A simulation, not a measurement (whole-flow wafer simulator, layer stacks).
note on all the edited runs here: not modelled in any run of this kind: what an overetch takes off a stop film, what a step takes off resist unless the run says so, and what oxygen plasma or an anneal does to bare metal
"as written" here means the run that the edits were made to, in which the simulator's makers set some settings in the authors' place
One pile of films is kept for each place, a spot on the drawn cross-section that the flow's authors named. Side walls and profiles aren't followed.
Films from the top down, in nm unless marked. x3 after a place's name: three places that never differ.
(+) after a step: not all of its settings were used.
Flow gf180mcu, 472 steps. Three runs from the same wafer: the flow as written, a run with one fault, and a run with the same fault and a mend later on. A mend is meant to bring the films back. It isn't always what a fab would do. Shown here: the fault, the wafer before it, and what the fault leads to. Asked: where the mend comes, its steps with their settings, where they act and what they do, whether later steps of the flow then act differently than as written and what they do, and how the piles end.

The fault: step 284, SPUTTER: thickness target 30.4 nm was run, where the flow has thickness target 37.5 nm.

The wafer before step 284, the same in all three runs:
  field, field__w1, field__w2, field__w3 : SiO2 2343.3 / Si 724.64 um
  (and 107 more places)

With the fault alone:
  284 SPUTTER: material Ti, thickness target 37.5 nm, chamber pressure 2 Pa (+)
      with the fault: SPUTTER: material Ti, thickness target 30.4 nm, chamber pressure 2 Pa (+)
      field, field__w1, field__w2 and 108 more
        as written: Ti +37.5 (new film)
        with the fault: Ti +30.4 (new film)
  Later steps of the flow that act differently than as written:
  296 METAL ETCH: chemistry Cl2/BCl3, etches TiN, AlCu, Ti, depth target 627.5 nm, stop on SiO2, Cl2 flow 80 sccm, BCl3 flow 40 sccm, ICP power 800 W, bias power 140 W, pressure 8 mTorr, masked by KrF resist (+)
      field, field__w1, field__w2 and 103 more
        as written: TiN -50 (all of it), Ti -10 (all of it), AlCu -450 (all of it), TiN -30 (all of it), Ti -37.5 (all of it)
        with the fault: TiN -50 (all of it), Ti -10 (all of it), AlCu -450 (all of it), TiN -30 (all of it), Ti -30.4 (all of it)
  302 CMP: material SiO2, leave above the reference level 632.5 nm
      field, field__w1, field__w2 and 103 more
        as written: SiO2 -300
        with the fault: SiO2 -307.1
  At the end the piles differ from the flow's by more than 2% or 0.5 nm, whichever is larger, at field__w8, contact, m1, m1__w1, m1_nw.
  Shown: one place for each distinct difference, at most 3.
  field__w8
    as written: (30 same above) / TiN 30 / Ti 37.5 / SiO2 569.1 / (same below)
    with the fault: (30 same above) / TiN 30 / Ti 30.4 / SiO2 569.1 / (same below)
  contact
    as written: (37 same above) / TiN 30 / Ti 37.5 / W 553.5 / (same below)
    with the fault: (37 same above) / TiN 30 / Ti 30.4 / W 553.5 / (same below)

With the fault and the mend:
  The mend comes after step 284.
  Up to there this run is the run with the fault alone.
  284a SPUTTER: material Ti, thickness target 7.1 nm, chamber pressure 2 Pa (+) (the flow's step 284 once more, with other settings)
      field, field__w1, field__w2 and 108 more
        Ti +7.1
  No later step of the flow acts differently than as written at any place that is followed.
  At the end the piles are the same as the flow's at every place that both follow.
